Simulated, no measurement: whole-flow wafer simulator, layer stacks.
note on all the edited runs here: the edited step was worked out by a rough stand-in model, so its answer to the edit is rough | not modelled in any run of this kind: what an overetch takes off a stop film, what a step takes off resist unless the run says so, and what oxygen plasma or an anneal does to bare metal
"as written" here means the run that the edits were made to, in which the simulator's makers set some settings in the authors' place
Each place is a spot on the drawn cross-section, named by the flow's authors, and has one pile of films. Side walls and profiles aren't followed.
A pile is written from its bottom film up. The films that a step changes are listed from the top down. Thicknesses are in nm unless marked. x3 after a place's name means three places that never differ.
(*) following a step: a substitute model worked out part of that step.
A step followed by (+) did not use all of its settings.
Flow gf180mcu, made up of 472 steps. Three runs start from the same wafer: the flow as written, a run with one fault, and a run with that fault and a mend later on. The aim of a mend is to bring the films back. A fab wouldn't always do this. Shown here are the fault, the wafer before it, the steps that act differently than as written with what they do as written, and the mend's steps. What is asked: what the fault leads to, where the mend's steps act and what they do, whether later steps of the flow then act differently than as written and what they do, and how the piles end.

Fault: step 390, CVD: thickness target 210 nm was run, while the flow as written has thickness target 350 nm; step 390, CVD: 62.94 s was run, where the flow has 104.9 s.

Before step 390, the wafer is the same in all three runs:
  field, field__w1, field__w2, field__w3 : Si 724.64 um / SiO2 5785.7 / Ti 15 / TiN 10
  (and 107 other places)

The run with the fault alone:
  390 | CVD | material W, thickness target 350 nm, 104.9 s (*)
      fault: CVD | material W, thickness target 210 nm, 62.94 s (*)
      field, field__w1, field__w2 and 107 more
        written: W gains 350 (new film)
        fault: W gains 211.2 (new film)
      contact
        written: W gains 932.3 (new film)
        fault: W gains 793.5 (new film)
  Later steps of the flow acting differently than as written:
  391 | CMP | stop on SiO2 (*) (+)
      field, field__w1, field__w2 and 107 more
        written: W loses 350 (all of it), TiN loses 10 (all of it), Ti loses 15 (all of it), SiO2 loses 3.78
        fault: W loses 211.2 (all of it), TiN loses 10 (all of it), Ti loses 15 (all of it), SiO2 loses 2.38
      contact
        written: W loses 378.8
        fault: W loses 238.6
  At the end the piles are close to the flow's at the places that both follow, differing by at most 2% or 0.5 nm, whichever is larger.

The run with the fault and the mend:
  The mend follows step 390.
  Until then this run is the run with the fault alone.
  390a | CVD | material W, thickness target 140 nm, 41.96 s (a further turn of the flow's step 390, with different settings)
      field, field__w1, field__w2 and 108 more
        W gains 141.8
  Later steps of the flow that are run all act as written at every place that is followed, up to a difference of at most 2% or 0.5 nm, whichever is larger.
  At the end the piles are close to the flow's at the places that both follow, differing by at most 2% or 0.5 nm, whichever is larger.
